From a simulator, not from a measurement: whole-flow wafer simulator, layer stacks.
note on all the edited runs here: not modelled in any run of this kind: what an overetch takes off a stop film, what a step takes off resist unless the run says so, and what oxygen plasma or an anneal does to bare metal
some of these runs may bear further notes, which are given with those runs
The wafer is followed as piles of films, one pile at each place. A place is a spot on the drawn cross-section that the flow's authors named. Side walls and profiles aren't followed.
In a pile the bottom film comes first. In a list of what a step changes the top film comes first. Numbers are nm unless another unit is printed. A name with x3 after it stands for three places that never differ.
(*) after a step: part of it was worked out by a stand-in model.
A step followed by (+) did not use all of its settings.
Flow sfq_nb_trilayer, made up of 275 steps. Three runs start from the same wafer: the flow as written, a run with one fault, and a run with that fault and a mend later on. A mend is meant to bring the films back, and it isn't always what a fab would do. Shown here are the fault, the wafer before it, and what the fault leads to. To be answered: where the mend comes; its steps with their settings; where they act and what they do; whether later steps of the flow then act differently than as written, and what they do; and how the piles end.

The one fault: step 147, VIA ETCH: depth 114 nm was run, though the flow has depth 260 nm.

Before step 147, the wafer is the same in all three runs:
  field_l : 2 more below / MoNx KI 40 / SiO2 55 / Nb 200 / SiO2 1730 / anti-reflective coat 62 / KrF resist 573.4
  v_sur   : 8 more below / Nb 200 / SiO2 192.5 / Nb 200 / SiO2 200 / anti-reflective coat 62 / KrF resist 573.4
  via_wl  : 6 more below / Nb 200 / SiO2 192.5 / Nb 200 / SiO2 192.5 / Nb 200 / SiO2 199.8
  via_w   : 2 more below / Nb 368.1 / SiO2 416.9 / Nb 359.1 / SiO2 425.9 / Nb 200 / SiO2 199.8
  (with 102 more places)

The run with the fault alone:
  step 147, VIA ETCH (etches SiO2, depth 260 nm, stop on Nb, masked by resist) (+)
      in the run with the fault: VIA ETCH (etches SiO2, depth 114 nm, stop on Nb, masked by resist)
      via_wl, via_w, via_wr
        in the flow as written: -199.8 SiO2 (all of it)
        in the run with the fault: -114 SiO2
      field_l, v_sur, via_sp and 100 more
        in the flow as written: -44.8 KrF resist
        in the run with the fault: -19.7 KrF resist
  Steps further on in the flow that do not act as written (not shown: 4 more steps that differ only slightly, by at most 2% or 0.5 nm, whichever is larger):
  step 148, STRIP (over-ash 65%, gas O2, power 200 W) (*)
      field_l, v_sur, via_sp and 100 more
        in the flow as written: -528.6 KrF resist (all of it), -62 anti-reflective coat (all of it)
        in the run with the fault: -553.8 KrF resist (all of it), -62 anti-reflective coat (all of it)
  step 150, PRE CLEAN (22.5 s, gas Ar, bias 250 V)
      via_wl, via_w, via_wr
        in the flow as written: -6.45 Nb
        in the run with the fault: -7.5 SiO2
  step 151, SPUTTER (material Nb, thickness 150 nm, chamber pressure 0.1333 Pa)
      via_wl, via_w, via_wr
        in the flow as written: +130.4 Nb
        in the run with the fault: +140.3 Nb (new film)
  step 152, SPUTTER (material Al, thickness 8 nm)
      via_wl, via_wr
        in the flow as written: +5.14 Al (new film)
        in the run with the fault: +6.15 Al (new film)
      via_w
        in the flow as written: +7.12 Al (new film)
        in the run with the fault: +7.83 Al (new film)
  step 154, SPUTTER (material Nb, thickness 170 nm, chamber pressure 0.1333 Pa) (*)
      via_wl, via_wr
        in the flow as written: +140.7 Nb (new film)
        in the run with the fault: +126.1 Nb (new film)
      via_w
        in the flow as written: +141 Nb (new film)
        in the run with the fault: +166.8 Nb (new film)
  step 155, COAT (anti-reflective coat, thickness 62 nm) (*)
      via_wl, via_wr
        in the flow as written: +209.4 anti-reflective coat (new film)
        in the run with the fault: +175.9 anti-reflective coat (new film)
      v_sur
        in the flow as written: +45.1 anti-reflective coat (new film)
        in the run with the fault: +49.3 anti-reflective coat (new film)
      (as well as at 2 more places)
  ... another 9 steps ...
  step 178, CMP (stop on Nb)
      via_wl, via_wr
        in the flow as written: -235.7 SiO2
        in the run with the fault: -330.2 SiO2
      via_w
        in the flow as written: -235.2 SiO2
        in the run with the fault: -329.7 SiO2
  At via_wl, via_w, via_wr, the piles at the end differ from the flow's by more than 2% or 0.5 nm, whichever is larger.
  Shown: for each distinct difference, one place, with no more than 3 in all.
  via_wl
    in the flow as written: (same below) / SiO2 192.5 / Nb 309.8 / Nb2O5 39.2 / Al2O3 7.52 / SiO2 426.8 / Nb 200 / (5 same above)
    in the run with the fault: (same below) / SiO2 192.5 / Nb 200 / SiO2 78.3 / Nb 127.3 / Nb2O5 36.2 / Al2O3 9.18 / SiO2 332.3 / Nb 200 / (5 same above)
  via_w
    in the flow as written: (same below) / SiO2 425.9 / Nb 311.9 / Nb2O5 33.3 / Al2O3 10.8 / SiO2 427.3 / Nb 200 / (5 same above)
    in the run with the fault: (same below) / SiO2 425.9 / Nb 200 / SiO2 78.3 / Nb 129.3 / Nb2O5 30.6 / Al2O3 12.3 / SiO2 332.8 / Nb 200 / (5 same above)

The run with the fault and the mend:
  The mend follows step 148.
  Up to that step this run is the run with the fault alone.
  step 148a, COAT (anti-reflective coat, thickness 62 nm) (*) (the flow's step 140, run once more)
      p4_fl x3, p4_w1 x9, p4_g1 x2 and 63 more
        +62 anti-reflective coat (new film)
      be_r, r_sur, res and 10 more
        +61.8 anti-reflective coat (new film)
      jj_sur, ce_l, c5j, ce_r, sp_r
        +61.7 anti-reflective coat (new film)
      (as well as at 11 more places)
  step 148b, COAT (KrF resist, thickness 650 nm) (*) (the flow's step 141, run once more)
      p4_fl x3, p4_w1 x9, p4_g1 x2 and 63 more
        +650 KrF resist (new film)
      moat, field_r, lsp_l, ln_m5, lsp_m, ln_m6, lsp_r, l0_sur
        +649.6 KrF resist (new film)
      r_sur, res, r_end, l0v
        +649.5 KrF resist (new film)
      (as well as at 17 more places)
  step 148c, SOFTBAKE (KrF resist) (the flow's step 142, run once more)
      does not change any film at any place that is followed
  step 148d, EXPOSE (photomask I4, dose 11.93 mJ/cm2, NA 0.6, wavelength 248 nm) (*) (the flow's step 143, run once more)
      does not change any film at any place that is followed
  step 148e, PEB (KrF resist, 90 s) (the flow's step 144, run once more)
      v_sur, gap, jj_sur and 94 more
        -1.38 KrF resist
      via_sp, via_v, wire, be, be_sur
        -1.37 KrF resist
      field_l
        -1.36 KrF resist
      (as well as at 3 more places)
  step 148f, DEVELOP (KrF resist, thickness 650 nm, 60 s) (the flow's step 145, run once more)
      field_l, v_sur, via_sp and 100 more
        -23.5 KrF resist
      via_wl
        -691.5 KrF resist (all of it)
      via_w
        -721.5 KrF resist (all of it)
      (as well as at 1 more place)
  step 148g, VIA ETCH (etches anti-reflective coat, depth 125 nm, masked by resist) (+) (the flow's step 146, run once more)
      field_l, v_sur, via_sp and 100 more
        -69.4 KrF resist
      via_wl
        -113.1 anti-reflective coat (all of it)
      via_w
        -79.5 anti-reflective coat (all of it), -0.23 SiO2
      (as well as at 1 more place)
  step 148h, VIA ETCH (etches SiO2, depth 146 nm, stop on Nb, masked by resist) (+) (the flow's step 147, run once more with other settings)
      field_l, v_sur, via_sp and 100 more
        -22.2 KrF resist
      via_wl, via_wr
        -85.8 SiO2 (all of it)
      via_w
        -85.6 SiO2 (all of it)
  step 148i, STRIP (over-ash 65%, gas O2, power 200 W) (*) (the flow's step 148, run once more)
      p4_fl x3, p4_w1 x9, p4_g1 x2 and 63 more
        -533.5 KrF resist (all of it), -62 anti-reflective coat (all of it)
      r_sur, res, r_end, moat, field_r, l0v
        -533 KrF resist (all of it), -61.8 anti-reflective coat (all of it)
      lsp_l, ln_m5, lsp_m, ln_m6, lsp_r, l0_sur
        -533.1 KrF resist (all of it), -61.8 anti-reflective coat (all of it)
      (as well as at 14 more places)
  Every later step of the flow that is run acts as written, at every place that is followed, to within 2% or 0.5 nm, whichever is larger.
  By the end, the piles equal the flow's at every place that both follow.
